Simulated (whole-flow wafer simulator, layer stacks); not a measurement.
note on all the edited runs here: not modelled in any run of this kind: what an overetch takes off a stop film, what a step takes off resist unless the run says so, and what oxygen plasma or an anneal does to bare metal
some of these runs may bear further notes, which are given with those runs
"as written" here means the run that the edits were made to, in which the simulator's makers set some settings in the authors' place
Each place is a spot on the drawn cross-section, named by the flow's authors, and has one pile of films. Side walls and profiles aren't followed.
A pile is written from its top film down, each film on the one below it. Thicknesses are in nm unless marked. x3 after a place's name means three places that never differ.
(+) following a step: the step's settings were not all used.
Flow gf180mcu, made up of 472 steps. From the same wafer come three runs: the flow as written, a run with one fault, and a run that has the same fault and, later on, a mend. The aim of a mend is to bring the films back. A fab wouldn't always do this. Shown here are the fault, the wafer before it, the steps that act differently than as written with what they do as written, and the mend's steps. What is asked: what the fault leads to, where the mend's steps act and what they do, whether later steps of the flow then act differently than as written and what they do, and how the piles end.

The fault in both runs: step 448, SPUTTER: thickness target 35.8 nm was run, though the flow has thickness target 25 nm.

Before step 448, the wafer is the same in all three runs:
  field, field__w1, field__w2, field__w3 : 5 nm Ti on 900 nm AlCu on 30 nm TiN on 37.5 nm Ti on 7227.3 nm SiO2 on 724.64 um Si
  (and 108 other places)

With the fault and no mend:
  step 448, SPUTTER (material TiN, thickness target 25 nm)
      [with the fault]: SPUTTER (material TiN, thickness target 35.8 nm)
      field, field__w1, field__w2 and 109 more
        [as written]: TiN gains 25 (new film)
        [with the fault]: TiN gains 35.8 (new film)
  Steps later in the flow that act otherwise than as written (4 other steps are not shown; they differ only slightly, by no more than 2% or 0.5 nm, whichever is larger):
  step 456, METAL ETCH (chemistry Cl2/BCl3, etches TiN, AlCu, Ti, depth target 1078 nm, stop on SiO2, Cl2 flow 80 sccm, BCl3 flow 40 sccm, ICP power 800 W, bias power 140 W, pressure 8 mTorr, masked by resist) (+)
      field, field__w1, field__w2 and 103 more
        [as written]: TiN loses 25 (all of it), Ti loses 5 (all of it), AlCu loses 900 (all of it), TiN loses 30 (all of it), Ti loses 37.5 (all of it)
        [with the fault]: TiN loses 35.8 (all of it), Ti loses 5 (all of it), AlCu loses 900 (all of it), TiN loses 30 (all of it), Ti loses 37.5 (all of it)
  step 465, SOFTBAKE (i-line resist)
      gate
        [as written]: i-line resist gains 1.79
        [with the fault]: i-line resist loses 0.28
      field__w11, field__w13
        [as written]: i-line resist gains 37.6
        [with the fault]: i-line resist gains 31.5
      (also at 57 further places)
  The piles end different from the flow's at field__w8, contact, m1, m1__w1, pad, m1_nw by more than 2% or 0.5 nm, whichever is larger.
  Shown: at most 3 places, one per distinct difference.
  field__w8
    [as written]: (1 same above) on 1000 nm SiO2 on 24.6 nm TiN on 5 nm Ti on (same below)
    [with the fault]: (1 same above) on 1000 nm SiO2 on 35.4 nm TiN on 5 nm Ti on (same below)
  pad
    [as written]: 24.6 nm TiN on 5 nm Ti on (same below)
    [with the fault]: 35.4 nm TiN on 5 nm Ti on (same below)

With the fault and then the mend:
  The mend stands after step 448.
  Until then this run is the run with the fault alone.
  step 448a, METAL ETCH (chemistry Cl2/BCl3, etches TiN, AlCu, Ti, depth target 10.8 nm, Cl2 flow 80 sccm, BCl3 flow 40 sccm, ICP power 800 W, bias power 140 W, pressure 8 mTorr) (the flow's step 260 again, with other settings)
      field, field__w1, field__w2 and 109 more
        TiN loses 10.8
  None of the later steps of the flow acts differently than as written at any place that is followed.
  By the end, the piles equal the flow's at every place that both follow.
